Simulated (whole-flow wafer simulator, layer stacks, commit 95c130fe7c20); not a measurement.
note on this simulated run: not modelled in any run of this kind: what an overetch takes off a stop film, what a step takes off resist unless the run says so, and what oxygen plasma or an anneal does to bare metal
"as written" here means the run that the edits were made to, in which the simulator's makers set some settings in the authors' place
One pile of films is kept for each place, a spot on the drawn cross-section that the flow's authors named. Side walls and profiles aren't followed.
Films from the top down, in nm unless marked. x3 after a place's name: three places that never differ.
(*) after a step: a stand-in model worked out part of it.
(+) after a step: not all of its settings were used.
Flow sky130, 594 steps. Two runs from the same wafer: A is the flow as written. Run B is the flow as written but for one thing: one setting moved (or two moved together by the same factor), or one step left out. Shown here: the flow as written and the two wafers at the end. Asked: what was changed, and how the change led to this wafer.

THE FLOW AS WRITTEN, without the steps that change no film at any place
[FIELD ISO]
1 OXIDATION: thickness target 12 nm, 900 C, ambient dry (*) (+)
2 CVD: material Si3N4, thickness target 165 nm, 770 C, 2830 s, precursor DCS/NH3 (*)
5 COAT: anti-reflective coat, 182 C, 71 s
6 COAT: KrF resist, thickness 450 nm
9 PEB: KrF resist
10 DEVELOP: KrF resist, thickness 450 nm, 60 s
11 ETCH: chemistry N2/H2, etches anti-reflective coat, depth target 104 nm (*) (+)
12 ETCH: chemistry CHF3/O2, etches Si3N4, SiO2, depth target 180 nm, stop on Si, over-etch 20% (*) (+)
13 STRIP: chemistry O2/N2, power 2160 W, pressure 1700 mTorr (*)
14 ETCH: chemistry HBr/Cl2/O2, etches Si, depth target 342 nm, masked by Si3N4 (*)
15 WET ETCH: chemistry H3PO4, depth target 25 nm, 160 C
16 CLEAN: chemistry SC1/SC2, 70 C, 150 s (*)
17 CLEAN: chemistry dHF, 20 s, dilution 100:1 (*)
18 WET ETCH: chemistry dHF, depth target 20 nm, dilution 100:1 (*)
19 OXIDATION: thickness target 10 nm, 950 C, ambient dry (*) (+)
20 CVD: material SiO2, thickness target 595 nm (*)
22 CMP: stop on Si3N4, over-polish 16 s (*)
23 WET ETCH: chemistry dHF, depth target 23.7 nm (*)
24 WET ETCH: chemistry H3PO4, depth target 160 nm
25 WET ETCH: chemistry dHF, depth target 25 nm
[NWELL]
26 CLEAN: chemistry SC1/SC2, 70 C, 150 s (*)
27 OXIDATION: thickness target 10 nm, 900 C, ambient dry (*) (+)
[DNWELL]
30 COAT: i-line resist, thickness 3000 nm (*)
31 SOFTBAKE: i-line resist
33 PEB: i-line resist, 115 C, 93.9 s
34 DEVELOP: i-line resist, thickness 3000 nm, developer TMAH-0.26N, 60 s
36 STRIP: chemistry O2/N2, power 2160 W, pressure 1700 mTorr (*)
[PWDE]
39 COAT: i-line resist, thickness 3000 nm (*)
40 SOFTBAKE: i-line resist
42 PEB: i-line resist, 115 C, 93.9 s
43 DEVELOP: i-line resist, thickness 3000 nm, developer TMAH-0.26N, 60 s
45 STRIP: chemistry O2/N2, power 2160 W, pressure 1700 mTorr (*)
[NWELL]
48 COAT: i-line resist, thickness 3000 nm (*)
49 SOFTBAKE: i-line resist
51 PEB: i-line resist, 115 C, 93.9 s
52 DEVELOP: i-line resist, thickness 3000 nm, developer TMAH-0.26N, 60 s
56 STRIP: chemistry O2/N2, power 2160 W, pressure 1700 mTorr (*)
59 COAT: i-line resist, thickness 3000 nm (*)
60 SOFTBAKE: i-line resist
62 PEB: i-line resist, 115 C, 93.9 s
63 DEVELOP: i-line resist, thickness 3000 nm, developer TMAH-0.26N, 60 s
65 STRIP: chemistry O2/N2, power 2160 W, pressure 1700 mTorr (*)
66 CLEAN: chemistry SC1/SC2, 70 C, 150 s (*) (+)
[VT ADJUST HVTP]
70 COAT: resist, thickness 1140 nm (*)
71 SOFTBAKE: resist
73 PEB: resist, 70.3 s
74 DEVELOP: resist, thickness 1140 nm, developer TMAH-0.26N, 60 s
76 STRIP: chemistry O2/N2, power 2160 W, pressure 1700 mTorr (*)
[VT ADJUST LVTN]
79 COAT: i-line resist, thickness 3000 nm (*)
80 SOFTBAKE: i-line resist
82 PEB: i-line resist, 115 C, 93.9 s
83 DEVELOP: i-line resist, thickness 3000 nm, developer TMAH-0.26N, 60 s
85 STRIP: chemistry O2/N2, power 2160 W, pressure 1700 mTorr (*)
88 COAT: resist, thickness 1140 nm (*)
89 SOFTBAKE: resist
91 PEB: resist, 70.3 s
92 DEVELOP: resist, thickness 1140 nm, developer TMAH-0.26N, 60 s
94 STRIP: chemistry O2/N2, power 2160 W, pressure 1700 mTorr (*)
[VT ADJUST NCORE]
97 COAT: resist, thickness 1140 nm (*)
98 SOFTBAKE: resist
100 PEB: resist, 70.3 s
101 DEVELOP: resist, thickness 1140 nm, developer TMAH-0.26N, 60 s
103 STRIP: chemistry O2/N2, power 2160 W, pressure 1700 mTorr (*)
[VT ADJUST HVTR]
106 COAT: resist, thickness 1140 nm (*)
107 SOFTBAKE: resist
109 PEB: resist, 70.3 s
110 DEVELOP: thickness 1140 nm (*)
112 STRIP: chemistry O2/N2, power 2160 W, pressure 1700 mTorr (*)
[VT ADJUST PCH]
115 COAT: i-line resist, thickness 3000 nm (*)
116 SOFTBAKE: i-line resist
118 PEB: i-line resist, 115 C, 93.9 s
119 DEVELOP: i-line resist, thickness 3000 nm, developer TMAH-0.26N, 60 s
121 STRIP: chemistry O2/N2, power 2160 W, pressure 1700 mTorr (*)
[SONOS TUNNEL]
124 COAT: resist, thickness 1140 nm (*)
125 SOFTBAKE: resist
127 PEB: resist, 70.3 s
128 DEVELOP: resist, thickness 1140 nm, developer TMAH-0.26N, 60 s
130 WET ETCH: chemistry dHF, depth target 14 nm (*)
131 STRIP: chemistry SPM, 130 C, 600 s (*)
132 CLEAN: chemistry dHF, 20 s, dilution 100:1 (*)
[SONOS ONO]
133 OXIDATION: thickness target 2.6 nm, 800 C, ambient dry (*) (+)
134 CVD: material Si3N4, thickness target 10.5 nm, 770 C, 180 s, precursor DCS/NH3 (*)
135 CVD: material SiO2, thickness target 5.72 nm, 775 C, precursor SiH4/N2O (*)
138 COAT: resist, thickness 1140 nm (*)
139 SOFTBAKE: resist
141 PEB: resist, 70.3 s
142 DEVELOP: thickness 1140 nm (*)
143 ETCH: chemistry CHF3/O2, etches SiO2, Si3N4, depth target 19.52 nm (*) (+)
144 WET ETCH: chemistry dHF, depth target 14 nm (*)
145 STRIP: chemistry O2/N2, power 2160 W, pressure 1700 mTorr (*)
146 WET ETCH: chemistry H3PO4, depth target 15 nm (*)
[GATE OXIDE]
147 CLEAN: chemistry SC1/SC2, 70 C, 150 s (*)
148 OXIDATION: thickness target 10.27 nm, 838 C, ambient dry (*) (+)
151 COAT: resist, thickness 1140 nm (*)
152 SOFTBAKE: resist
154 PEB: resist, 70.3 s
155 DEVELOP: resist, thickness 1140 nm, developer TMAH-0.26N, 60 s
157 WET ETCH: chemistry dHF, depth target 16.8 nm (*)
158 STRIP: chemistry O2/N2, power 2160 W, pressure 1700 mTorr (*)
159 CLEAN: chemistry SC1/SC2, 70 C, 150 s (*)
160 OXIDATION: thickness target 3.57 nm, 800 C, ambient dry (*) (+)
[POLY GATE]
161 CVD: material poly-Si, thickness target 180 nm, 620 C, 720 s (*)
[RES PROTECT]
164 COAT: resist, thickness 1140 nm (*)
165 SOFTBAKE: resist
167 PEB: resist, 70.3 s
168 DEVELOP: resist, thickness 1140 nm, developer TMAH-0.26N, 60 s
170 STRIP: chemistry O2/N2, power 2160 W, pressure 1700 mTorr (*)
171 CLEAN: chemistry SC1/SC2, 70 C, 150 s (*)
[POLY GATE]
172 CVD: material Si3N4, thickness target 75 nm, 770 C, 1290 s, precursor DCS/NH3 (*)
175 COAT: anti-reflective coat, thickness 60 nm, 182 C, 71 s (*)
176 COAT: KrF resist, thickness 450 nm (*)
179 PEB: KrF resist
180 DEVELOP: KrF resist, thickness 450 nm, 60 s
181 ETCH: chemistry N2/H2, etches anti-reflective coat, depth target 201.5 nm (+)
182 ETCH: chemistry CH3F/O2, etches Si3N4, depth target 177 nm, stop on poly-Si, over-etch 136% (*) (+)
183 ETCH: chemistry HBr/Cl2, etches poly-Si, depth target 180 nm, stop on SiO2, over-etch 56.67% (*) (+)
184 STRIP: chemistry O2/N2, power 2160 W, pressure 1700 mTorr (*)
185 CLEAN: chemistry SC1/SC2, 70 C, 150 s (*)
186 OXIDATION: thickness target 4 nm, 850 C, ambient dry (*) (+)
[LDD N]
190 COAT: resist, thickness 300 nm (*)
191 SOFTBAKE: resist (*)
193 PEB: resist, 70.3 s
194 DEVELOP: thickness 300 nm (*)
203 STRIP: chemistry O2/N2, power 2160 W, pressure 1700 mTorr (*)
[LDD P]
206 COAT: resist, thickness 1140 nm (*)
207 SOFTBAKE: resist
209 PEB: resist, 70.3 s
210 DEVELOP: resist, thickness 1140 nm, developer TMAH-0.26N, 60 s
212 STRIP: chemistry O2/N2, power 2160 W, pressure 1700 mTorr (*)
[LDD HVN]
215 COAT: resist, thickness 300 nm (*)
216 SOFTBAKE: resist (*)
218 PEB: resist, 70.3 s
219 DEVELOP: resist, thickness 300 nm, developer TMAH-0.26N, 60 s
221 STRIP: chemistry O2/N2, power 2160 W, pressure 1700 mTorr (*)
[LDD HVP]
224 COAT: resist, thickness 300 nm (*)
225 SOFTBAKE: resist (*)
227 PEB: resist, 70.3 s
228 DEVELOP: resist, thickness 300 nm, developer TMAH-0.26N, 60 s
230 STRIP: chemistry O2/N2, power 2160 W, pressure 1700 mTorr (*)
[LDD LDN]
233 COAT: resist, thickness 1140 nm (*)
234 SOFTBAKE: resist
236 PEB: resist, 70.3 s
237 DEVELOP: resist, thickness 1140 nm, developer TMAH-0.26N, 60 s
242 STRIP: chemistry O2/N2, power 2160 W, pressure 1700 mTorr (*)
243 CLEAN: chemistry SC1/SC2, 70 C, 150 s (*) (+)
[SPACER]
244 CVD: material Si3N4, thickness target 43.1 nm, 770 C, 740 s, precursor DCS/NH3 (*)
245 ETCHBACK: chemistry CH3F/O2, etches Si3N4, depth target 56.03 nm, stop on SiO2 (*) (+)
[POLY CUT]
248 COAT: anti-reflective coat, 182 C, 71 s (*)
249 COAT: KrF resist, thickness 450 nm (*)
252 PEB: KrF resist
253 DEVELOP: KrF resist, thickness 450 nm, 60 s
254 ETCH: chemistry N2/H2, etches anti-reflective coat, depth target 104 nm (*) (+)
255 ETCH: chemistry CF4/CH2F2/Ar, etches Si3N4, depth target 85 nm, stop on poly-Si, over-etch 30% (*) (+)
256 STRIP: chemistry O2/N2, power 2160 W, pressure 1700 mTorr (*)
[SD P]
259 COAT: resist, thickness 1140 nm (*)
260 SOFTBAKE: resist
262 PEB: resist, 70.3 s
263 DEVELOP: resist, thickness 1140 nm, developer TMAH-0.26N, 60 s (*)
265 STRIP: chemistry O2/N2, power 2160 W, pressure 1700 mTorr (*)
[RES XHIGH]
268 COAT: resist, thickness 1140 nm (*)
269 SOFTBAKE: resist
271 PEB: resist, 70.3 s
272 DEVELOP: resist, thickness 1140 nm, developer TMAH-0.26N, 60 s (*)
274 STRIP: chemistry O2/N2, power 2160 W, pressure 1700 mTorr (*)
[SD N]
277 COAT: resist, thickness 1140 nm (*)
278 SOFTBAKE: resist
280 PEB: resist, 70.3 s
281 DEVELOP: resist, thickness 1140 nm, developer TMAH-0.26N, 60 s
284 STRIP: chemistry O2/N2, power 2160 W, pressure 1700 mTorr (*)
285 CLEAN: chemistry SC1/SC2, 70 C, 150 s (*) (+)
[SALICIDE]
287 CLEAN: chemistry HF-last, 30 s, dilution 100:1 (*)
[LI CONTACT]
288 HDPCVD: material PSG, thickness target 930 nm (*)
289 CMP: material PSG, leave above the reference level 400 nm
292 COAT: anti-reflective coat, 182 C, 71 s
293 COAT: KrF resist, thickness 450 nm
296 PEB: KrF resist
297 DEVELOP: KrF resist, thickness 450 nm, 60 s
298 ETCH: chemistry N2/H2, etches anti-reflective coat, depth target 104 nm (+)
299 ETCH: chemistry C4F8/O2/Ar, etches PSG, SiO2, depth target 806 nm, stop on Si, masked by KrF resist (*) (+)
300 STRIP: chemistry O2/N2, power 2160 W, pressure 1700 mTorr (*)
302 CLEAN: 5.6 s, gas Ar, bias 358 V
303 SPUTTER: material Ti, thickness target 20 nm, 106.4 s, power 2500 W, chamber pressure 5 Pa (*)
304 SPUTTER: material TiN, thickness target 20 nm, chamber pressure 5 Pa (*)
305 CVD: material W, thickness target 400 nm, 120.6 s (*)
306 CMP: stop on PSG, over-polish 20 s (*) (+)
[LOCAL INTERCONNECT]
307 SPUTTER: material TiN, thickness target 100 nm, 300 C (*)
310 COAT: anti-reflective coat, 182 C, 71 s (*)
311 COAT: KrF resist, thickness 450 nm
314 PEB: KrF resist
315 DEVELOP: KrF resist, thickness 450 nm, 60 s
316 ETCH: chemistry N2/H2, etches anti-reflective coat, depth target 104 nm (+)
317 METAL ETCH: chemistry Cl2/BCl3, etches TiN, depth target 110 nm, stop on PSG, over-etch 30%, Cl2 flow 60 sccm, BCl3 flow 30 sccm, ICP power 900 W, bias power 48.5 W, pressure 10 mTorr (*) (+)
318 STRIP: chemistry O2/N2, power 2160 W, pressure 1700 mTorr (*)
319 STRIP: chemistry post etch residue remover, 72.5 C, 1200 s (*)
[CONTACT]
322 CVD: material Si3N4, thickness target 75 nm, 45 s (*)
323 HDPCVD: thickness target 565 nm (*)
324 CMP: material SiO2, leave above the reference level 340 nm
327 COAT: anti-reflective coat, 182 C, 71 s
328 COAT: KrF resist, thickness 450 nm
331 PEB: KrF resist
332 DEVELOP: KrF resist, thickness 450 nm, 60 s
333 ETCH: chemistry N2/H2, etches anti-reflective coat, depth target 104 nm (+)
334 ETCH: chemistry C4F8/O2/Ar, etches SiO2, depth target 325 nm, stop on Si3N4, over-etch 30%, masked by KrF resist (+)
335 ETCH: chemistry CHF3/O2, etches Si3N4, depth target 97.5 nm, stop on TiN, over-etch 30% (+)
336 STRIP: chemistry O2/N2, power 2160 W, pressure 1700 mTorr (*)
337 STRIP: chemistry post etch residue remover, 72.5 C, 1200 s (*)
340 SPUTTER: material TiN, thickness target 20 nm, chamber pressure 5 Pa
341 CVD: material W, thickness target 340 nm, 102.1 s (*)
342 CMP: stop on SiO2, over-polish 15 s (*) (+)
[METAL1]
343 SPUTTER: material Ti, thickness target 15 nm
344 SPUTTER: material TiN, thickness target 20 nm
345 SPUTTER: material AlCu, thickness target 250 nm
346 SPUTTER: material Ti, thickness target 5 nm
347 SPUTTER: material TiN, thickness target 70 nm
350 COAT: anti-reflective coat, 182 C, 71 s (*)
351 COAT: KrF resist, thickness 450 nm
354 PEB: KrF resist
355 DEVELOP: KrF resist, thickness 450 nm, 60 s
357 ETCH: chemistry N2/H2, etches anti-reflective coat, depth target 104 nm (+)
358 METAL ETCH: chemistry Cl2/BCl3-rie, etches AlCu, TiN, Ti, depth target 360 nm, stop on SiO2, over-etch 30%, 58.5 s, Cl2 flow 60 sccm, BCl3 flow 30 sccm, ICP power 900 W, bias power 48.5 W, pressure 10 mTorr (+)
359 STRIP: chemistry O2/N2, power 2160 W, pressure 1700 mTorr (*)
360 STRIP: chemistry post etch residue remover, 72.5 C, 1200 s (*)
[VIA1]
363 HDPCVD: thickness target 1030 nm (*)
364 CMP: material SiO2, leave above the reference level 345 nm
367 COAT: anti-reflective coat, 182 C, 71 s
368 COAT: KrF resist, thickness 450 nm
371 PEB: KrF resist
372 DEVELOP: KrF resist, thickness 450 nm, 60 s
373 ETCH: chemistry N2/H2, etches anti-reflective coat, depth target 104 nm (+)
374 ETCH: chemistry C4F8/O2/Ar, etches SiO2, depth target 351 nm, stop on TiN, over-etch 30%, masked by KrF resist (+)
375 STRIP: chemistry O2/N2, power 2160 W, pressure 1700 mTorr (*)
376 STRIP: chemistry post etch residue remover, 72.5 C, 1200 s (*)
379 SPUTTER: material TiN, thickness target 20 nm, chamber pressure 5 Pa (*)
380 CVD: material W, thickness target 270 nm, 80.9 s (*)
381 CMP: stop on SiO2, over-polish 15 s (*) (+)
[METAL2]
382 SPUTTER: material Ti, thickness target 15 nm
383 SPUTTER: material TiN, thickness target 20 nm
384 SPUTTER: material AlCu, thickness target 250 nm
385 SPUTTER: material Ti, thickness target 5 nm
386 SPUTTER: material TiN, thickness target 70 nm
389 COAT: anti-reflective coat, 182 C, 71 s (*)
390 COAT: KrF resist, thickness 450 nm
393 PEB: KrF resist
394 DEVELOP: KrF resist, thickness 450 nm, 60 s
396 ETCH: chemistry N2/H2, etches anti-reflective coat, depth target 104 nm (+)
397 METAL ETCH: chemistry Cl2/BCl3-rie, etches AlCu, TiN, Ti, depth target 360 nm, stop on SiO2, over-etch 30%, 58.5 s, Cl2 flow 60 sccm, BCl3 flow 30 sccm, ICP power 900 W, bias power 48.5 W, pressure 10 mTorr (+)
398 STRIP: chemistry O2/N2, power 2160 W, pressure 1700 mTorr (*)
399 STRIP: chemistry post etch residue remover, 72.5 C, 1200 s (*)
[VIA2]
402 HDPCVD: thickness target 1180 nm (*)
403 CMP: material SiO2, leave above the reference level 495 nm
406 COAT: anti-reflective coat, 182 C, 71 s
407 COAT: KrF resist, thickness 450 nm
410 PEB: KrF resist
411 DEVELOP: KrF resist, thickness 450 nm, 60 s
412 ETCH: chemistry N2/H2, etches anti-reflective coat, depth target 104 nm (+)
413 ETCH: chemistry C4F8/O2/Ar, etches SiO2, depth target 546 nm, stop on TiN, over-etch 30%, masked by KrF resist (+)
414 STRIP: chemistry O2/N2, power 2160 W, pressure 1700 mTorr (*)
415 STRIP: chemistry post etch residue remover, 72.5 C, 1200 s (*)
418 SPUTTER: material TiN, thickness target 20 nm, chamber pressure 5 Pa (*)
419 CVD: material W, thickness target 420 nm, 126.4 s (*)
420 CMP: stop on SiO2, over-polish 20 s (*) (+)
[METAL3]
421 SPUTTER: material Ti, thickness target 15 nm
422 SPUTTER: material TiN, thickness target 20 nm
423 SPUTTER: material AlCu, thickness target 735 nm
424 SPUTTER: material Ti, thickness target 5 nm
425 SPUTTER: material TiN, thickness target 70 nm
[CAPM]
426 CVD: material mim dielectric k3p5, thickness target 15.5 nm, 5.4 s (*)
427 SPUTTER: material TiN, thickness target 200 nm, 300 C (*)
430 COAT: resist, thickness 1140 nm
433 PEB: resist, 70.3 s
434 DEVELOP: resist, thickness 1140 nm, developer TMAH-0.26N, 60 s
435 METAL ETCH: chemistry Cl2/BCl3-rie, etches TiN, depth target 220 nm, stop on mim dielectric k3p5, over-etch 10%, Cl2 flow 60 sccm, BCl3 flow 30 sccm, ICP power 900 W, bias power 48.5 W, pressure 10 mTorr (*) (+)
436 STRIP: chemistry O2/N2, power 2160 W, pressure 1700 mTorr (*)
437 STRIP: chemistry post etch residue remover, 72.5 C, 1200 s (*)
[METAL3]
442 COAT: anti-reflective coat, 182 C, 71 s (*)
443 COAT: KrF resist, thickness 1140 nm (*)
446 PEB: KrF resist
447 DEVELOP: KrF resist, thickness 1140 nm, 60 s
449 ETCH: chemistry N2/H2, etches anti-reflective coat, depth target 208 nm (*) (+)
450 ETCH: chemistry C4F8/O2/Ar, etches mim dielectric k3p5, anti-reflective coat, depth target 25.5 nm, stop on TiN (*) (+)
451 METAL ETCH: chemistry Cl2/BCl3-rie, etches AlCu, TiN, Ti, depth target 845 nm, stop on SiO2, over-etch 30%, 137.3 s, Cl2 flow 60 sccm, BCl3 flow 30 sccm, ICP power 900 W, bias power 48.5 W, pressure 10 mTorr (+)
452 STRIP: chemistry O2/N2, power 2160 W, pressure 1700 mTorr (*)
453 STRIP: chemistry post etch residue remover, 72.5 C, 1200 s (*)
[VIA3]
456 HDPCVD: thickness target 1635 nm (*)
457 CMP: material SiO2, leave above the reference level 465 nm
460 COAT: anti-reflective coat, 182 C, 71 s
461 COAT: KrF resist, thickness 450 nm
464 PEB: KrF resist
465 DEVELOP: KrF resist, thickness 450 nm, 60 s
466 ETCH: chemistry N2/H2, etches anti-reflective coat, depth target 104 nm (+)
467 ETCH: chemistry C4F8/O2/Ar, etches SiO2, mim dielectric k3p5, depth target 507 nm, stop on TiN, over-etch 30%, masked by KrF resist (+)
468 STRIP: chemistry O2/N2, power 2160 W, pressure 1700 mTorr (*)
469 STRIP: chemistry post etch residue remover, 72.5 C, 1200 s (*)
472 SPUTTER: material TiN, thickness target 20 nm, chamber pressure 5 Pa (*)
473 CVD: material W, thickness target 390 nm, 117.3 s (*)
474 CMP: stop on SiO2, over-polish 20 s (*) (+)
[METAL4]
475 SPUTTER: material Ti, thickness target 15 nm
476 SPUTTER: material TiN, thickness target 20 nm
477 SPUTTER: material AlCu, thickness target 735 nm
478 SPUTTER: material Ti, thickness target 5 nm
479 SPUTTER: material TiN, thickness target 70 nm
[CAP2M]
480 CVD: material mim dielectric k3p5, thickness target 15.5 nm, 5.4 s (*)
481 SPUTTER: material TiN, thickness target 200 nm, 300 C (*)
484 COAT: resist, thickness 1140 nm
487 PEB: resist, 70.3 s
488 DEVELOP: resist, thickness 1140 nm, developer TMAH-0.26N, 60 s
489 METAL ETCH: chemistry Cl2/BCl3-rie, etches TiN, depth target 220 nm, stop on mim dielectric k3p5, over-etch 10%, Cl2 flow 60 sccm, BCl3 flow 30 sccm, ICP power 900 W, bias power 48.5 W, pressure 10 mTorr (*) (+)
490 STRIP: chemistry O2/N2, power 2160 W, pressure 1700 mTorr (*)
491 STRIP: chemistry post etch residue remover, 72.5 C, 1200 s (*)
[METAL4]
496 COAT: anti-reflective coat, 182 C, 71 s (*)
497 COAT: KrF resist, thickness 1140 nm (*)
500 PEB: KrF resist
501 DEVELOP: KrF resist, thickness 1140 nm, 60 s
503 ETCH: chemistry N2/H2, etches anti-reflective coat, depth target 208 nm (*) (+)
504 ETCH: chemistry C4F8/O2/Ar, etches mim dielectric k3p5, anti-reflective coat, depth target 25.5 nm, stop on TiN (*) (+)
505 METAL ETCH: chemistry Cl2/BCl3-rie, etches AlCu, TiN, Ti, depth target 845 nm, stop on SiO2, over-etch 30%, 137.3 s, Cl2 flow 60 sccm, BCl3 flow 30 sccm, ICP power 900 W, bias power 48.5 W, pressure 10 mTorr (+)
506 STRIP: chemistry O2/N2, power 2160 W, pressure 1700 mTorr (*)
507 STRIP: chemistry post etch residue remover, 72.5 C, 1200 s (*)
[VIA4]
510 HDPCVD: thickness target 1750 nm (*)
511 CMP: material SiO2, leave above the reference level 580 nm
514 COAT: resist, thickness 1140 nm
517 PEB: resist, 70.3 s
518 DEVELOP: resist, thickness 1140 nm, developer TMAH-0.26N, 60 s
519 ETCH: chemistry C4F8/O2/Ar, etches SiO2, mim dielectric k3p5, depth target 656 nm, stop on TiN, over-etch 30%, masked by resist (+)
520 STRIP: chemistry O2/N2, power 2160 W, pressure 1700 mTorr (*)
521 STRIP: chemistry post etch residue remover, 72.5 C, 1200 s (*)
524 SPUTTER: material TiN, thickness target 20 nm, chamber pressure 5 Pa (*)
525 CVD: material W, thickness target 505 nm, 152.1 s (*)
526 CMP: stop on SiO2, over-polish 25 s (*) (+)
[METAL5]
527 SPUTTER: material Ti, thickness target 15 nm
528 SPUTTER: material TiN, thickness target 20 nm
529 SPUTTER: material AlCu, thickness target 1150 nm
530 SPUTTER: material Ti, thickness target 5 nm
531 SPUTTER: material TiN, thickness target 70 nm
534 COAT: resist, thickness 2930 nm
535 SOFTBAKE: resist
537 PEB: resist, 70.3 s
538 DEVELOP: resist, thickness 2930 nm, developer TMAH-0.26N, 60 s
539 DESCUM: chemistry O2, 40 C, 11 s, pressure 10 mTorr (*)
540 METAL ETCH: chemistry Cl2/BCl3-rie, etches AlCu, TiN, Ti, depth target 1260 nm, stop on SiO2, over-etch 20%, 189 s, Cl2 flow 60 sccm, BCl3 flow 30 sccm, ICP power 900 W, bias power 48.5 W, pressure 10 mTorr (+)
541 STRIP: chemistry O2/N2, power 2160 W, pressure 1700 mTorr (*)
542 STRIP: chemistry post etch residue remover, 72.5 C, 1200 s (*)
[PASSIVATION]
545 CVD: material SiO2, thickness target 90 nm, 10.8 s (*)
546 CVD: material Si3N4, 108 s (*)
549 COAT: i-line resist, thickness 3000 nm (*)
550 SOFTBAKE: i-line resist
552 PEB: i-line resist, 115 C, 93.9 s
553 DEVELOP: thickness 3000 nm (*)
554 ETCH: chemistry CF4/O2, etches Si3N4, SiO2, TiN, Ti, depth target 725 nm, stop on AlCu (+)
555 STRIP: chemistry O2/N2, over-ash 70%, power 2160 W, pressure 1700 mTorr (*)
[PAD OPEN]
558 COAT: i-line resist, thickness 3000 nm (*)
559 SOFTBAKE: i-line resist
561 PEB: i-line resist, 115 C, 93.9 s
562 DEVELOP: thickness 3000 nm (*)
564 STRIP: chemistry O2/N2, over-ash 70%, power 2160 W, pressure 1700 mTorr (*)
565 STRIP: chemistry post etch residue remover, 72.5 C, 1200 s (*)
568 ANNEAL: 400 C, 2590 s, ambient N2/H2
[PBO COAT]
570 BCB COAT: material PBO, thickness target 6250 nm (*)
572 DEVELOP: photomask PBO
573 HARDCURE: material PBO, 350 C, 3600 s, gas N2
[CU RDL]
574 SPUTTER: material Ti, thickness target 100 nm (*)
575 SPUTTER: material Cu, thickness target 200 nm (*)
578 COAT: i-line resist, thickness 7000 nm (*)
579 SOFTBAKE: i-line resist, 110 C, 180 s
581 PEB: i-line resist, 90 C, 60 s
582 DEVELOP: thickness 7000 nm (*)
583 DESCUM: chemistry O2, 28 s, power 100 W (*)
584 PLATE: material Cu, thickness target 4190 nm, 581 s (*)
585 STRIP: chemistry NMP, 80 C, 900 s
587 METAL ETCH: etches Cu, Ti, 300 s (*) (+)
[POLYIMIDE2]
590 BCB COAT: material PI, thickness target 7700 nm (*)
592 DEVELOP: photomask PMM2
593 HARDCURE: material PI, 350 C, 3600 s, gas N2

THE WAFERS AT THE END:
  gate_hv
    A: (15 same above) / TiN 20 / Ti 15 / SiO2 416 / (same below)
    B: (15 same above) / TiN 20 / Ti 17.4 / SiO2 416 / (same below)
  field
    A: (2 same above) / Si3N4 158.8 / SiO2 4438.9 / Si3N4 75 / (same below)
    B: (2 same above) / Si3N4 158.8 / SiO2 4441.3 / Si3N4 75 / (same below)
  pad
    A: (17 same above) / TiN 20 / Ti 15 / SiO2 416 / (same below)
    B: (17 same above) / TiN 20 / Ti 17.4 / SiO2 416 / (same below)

The cause: step 421, SPUTTER: thickness target 17.4 nm was run, where the flow has thickness target 15 nm.
It can be read off the wafer: gate_hv has Ti 17.4, and step 421 as written asks for 15 nm.

How the change led to this, step by step:
  421 SPUTTER: material Ti, thickness target 15 nm
      field, active, n_well and 188 more: A Ti +15 (new film) | B Ti +17.4 (new film)
  451 METAL ETCH: chemistry Cl2/BCl3-rie, etches AlCu, TiN, Ti, depth target 845 nm, stop on SiO2, over-etch 30%, 137.3 s, Cl2 flow 60 sccm, BCl3 flow 30 sccm, ICP power 900 W, bias power 48.5 W, pressure 10 mTorr (+)
      field, gate, spacer and 68 more: A TiN -70 (all of it), Ti -5 (all of it), AlCu -735 (all of it), TiN -20 (all of it), Ti -15 (all of it), SiO2 -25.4 | B TiN -70 (all of it), Ti -5 (all of it), AlCu -735 (all of it), TiN -20 (all of it), Ti -17.4 (all of it), SiO2 -25.1
      active, vpp_ln, vpp_iso2 and 11 more: A TiN -70 (all of it), Ti -5 (all of it), AlCu -735 (all of it), TiN -20 (all of it), Ti -15 (all of it), SiO2 -25.3 | B TiN -70 (all of it), Ti -5 (all of it), AlCu -735 (all of it), TiN -20 (all of it), Ti -17.4 (all of it), SiO2 -25.1
  550 SOFTBAKE: i-line resist
      via1_hole: A i-line resist -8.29 | B i-line resist -7.42
      via1_enc: A i-line resist -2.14 | B i-line resist -1.33
  559 SOFTBAKE: i-line resist
      via1_hole: A i-line resist -8.29 | B i-line resist -7.42
      via1_enc: A i-line resist -2.14 | B i-line resist -1.33
